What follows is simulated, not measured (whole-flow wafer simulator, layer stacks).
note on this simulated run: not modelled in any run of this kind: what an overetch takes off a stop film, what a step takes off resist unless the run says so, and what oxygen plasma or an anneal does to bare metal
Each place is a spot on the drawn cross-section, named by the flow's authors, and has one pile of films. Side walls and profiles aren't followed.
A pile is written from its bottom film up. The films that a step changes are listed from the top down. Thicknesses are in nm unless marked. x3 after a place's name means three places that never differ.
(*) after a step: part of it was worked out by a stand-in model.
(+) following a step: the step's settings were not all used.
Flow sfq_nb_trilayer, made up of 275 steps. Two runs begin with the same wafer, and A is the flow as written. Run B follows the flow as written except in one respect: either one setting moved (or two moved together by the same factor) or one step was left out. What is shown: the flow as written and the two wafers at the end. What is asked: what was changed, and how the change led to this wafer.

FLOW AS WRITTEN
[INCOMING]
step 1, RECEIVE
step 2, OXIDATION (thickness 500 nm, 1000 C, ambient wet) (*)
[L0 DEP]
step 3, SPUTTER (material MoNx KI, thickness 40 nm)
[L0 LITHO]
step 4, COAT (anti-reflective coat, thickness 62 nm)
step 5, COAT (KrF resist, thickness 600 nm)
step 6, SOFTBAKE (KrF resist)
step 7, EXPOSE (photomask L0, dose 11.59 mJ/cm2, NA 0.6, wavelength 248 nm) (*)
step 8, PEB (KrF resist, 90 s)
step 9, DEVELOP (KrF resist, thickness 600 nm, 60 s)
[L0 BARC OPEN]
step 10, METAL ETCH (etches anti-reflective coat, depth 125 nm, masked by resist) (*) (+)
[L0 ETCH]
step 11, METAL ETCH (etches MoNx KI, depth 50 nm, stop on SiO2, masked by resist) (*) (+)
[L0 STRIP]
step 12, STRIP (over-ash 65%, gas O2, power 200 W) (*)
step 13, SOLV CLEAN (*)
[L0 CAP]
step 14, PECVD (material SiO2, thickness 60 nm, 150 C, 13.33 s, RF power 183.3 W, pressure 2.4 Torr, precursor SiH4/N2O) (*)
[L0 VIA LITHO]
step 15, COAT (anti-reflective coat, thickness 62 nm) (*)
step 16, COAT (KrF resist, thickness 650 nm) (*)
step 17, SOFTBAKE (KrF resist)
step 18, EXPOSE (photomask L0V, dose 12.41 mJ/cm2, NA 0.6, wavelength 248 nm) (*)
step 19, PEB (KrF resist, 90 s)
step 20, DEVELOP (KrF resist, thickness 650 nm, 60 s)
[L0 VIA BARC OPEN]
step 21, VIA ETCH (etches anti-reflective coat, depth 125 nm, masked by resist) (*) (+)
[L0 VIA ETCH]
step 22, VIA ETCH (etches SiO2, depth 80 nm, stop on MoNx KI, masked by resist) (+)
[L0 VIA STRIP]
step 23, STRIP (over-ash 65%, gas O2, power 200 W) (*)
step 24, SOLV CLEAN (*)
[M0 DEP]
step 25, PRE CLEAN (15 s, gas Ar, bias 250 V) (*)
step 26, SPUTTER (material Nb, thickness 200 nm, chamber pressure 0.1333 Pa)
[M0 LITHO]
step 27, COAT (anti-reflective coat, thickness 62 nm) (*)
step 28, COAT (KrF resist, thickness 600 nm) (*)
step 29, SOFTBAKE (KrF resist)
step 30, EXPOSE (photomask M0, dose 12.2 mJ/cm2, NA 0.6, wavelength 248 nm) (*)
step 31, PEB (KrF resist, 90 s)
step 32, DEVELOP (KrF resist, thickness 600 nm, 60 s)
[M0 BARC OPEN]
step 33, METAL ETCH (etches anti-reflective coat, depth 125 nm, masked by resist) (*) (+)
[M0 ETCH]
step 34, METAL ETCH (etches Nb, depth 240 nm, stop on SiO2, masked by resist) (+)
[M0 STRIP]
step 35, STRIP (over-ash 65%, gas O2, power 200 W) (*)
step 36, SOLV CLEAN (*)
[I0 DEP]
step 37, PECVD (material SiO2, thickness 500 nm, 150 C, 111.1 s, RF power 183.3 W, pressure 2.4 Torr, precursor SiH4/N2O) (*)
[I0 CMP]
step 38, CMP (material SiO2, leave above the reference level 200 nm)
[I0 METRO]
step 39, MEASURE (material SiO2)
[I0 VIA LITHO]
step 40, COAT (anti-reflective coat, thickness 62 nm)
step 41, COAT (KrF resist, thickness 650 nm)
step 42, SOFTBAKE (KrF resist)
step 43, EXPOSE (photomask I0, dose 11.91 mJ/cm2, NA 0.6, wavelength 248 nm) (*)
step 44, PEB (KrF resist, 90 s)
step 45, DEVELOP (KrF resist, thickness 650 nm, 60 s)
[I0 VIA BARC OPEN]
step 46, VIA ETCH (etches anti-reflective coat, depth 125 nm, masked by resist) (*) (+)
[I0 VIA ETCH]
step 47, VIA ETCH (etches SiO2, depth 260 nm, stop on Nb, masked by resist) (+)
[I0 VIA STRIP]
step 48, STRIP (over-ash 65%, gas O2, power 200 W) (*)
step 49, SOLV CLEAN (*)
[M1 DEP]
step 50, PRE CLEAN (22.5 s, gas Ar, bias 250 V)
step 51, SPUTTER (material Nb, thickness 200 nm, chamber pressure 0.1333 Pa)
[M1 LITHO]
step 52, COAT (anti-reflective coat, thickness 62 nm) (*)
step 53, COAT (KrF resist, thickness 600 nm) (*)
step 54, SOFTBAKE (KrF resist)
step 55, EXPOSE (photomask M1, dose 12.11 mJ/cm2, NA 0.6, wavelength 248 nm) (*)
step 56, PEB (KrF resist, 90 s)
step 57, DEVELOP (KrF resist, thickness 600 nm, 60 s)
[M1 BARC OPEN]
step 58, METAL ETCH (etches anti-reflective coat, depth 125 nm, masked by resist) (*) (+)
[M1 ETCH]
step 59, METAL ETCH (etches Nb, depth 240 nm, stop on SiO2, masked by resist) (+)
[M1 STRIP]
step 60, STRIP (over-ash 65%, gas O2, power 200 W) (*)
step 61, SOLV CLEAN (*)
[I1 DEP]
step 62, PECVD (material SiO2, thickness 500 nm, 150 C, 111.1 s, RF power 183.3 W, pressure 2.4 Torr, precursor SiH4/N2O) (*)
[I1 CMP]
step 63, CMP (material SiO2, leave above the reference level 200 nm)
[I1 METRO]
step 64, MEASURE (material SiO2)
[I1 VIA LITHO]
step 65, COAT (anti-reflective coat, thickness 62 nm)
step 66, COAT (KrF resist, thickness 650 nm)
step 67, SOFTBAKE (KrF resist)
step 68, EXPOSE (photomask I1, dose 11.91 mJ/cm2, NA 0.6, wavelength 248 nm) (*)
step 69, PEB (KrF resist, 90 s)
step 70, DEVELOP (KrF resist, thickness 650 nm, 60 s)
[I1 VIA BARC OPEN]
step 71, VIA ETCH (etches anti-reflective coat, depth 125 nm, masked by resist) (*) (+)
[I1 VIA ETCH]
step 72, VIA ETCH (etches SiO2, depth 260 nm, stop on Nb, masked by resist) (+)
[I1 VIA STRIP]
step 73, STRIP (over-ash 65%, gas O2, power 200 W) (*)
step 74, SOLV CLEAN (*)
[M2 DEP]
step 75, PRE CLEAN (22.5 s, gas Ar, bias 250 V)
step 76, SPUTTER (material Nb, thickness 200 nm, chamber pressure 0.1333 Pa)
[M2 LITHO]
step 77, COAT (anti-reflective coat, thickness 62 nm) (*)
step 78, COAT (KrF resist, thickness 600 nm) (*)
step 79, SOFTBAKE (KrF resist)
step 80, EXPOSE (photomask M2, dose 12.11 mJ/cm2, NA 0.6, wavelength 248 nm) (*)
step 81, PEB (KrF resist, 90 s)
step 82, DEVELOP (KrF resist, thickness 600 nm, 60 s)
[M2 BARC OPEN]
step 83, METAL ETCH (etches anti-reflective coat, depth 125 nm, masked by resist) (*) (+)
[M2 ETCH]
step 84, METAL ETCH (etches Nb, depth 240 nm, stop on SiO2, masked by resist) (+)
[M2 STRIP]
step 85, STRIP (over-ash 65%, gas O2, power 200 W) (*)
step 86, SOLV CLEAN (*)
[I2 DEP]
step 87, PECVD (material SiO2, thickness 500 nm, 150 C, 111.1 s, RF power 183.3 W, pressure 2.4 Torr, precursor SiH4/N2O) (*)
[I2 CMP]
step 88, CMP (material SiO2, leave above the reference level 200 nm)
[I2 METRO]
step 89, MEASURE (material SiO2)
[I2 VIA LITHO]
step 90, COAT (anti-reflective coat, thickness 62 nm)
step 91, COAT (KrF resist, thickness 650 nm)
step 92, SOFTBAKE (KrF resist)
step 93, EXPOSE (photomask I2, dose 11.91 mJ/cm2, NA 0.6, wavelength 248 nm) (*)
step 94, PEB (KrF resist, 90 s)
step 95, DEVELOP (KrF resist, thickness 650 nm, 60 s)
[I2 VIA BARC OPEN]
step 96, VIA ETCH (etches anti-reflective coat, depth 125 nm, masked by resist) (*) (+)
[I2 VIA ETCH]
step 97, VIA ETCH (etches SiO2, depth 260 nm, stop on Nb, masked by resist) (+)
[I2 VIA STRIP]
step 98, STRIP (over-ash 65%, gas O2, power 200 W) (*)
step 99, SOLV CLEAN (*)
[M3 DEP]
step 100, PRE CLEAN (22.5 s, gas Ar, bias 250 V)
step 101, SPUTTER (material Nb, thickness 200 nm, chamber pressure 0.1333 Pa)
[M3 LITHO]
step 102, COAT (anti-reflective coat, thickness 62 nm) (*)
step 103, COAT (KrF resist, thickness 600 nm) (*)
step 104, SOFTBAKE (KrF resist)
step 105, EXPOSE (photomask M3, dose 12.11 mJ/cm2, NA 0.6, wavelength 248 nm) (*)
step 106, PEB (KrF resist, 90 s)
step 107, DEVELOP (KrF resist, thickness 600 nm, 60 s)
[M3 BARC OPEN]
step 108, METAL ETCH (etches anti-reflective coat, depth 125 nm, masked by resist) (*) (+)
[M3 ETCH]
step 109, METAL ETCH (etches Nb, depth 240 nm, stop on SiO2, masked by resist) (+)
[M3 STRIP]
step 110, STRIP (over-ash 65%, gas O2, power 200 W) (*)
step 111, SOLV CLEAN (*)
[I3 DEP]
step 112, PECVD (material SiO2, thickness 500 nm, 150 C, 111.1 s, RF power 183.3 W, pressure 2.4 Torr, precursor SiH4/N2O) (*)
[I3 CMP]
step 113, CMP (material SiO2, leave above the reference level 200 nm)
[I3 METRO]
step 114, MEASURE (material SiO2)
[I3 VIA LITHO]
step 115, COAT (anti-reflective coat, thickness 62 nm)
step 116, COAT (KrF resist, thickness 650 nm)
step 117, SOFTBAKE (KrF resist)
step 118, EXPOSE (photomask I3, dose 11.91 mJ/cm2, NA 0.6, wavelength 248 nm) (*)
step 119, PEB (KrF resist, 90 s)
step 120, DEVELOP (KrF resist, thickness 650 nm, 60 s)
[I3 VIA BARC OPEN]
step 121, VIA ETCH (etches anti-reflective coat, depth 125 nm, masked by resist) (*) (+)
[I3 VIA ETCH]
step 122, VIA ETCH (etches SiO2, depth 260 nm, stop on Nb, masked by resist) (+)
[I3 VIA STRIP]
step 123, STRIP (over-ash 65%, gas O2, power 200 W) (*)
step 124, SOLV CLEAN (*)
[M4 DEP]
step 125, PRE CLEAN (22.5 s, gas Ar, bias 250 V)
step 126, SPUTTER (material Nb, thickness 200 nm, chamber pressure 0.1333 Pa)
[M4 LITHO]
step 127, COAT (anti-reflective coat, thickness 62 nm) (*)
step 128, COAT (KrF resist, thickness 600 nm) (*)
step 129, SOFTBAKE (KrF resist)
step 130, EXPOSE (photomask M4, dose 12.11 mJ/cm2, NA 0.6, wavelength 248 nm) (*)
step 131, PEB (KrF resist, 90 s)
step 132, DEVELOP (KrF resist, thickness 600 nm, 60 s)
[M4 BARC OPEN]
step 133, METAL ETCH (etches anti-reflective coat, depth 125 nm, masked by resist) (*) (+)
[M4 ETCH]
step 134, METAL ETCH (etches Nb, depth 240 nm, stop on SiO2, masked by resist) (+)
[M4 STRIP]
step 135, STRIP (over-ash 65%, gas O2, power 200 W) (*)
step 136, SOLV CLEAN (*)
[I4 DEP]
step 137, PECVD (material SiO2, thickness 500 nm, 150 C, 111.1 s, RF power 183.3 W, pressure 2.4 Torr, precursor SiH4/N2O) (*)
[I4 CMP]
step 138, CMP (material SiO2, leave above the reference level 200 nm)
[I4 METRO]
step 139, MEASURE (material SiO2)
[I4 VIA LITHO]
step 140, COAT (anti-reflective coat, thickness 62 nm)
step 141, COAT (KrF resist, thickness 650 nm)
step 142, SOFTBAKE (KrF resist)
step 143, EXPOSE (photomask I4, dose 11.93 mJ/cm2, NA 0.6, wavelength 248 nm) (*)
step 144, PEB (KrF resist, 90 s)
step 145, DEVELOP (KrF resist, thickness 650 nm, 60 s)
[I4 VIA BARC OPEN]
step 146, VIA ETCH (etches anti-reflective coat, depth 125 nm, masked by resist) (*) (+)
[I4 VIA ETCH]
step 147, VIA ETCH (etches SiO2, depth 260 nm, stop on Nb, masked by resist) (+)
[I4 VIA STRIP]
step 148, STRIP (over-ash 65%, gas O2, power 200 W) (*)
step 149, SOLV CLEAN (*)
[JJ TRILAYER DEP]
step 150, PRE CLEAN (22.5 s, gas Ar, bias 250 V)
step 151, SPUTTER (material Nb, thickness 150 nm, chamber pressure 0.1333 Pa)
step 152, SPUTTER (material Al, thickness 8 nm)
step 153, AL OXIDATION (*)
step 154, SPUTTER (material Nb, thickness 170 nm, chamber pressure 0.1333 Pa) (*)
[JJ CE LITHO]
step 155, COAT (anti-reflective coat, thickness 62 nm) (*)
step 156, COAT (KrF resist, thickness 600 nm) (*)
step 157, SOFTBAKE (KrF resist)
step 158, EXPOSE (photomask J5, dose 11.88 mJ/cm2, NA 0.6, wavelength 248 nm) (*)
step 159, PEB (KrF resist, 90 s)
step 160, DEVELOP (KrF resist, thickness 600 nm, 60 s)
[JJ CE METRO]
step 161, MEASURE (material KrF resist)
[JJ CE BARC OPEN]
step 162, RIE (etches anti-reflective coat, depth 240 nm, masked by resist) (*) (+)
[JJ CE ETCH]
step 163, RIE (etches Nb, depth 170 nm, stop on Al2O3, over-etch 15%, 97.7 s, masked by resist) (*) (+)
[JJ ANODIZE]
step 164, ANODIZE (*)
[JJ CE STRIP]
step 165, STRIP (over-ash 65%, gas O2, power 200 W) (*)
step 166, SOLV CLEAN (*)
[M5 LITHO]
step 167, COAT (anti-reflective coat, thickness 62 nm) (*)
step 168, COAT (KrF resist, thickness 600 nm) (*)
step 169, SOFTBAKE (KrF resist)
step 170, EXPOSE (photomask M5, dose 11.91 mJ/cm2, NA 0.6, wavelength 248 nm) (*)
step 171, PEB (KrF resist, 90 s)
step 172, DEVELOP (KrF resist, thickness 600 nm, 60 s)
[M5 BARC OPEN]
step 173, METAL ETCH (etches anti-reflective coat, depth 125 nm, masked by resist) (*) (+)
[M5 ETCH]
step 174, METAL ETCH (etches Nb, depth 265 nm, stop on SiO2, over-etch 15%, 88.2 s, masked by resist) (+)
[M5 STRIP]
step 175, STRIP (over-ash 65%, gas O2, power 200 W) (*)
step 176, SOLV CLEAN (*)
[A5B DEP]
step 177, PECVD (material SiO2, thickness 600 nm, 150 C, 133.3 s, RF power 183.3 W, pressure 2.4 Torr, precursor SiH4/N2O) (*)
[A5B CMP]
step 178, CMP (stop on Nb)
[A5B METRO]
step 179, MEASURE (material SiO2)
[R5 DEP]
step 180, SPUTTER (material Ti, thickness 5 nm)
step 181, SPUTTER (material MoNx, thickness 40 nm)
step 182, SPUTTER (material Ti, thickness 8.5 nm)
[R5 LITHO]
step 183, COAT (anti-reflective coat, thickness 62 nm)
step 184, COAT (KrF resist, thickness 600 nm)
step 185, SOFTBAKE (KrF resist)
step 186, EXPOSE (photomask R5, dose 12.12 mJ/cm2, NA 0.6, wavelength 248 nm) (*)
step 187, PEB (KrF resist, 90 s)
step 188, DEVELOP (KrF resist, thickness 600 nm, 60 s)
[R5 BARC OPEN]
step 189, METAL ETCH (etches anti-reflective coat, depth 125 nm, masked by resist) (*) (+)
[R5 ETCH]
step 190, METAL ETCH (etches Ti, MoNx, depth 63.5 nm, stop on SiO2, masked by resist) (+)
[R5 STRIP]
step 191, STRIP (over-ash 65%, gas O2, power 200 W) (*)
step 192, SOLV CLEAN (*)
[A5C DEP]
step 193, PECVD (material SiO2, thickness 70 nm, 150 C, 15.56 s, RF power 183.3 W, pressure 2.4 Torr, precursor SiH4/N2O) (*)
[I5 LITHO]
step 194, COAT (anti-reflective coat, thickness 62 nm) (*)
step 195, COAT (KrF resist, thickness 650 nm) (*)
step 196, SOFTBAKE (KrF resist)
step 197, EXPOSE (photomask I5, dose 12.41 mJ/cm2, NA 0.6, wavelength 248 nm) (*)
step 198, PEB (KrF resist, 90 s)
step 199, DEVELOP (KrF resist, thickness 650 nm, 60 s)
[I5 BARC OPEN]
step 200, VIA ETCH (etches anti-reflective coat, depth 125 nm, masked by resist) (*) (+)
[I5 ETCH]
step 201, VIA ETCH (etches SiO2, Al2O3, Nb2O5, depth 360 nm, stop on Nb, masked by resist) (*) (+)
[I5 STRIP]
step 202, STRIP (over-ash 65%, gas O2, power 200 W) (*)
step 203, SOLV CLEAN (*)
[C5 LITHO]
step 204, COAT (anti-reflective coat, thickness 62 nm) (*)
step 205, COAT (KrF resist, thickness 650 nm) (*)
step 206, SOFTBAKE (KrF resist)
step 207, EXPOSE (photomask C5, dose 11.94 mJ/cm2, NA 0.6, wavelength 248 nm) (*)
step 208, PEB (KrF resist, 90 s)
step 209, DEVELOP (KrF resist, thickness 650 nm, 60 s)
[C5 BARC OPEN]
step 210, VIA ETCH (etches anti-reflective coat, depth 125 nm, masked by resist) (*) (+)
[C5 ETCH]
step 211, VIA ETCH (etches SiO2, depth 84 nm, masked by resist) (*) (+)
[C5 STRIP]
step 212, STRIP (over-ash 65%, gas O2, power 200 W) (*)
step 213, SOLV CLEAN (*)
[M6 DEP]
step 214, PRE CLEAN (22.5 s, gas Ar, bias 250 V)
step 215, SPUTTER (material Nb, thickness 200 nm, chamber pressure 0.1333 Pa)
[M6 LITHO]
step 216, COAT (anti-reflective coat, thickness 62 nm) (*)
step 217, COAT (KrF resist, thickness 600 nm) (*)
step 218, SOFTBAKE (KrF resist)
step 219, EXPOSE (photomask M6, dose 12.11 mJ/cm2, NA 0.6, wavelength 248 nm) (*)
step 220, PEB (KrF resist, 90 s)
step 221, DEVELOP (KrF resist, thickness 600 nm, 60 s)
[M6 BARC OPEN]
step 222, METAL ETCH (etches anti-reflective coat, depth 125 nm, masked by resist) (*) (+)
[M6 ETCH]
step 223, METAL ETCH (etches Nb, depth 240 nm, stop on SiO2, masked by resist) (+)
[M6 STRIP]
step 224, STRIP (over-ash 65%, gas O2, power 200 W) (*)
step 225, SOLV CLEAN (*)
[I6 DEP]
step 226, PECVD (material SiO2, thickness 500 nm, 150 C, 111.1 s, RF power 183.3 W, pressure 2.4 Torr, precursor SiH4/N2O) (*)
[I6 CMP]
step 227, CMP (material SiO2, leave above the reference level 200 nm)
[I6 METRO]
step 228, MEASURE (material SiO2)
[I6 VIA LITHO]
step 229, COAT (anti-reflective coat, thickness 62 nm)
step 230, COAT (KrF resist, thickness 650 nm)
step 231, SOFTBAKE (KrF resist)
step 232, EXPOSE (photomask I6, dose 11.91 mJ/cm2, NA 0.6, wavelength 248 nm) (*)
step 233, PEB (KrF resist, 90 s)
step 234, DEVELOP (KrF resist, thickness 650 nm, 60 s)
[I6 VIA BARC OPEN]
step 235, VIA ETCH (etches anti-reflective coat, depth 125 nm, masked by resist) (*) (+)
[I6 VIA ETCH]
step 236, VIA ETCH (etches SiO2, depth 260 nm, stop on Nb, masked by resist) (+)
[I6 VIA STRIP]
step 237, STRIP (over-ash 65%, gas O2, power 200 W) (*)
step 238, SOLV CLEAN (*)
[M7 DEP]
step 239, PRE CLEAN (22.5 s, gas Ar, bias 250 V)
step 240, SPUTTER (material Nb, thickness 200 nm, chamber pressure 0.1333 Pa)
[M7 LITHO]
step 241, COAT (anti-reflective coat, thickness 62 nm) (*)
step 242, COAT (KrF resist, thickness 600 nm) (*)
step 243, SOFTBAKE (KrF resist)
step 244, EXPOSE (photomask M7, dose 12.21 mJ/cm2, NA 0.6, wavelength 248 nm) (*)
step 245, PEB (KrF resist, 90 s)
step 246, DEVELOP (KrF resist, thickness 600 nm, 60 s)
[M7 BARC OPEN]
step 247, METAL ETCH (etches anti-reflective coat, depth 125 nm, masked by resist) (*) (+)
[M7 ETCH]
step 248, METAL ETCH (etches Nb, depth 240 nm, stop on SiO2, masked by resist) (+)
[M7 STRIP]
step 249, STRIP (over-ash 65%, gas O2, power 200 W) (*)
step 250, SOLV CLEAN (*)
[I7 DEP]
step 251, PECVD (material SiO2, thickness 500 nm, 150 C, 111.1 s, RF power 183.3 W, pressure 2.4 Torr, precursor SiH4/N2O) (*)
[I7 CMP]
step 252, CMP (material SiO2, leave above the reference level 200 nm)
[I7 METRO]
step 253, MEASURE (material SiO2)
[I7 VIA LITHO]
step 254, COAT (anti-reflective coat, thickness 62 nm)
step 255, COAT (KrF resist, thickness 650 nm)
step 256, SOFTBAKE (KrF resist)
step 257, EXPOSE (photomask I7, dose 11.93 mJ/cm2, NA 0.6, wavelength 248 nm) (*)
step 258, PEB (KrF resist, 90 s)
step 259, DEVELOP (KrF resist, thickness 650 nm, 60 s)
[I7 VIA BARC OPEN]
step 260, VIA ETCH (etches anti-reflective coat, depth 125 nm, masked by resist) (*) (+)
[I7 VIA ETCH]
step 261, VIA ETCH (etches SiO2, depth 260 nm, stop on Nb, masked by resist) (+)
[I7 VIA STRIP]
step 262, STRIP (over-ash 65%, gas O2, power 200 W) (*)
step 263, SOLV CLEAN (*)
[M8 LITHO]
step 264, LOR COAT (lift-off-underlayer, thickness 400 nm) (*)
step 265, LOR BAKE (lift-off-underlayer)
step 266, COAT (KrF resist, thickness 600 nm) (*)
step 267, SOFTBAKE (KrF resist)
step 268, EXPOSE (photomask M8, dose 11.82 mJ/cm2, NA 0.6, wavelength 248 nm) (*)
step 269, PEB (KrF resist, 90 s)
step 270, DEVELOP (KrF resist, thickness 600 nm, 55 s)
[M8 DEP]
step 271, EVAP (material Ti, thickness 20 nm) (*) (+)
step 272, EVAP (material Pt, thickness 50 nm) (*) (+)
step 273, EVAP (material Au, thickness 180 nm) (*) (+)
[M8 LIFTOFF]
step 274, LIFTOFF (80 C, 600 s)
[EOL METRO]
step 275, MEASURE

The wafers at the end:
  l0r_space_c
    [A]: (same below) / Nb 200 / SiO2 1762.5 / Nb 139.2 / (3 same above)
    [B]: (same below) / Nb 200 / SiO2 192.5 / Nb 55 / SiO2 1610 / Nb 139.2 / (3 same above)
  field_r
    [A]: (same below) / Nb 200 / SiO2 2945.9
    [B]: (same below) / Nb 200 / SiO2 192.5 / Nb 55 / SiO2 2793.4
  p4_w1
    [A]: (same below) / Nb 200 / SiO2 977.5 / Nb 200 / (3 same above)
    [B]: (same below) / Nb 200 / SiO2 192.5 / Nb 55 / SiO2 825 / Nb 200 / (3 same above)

The reason: step 51, SPUTTER: thickness 295 nm was run, while the flow as written has thickness 200 nm.

The path from the change to this, step by step:
  step 51, SPUTTER (material Nb, thickness 200 nm, chamber pressure 0.1333 Pa)
      field_l, v_sur, via_wl and 102 more: A +200 Nb (new film) | B +295 Nb (new film)
      via_w: A +174.5 Nb | B +258.9 Nb
  step 52, COAT (anti-reflective coat, thickness 62 nm) (*)
      via_wr: A +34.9 anti-reflective coat (new film) | B +33.8 anti-reflective coat (new film)
  step 59, METAL ETCH (etches Nb, depth 240 nm, stop on SiO2, masked by resist) (+)
      field_l, be, be_sur and 79 more: A -200 Nb (all of it) | B -240 Nb
  step 60, STRIP (over-ash 65%, gas O2, power 200 W) (*)
      via_wr: A -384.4 KrF resist (all of it), -34.9 anti-reflective coat (all of it) | B -384.3 KrF resist (all of it), -33.8 anti-reflective coat (all of it)
  step 62, PECVD (material SiO2, thickness 500 nm, 150 C, 111.1 s, RF power 183.3 W, pressure 2.4 Torr, precursor SiH4/N2O) (*)
      field_l, be, be_sur and 72 more: A +500 SiO2 | B +500 SiO2 (new film)
      lsp_m, ln_m6, lsp_r, l0_sur, l0v: A +494.9 SiO2 | B +493.9 SiO2 (new film)
      (also at 3 further places)
  step 63, CMP (material SiO2, leave above the reference level 200 nm)
      field_l, be, be_sur and 72 more: A -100 SiO2 | B -60 SiO2
      lsp_m, ln_m6, lsp_r, l0_sur, l0v: A -94.9 SiO2 | B -53.9 SiO2
      (also at 1 further place)
If metal films that touch count as one body, l0r_space_c has 3 bodies (between them, from the top down: SiO2 1610; SiO2 192.5); the flow as written gives 2 bodies (between them, from the top down: SiO2 1762.5).
If metal films that touch count as one body, field_r has 2 bodies (between them, from the top down: SiO2 192.5); the flow as written gives 1 body.
If metal films that touch count as one body, p4_w1 has 4 bodies (between them, from the top down: SiO2 192.5; SiO2 825; SiO2 192.5); the flow as written gives 3 bodies (between them, from the top down: SiO2 192.5; SiO2 977.5).
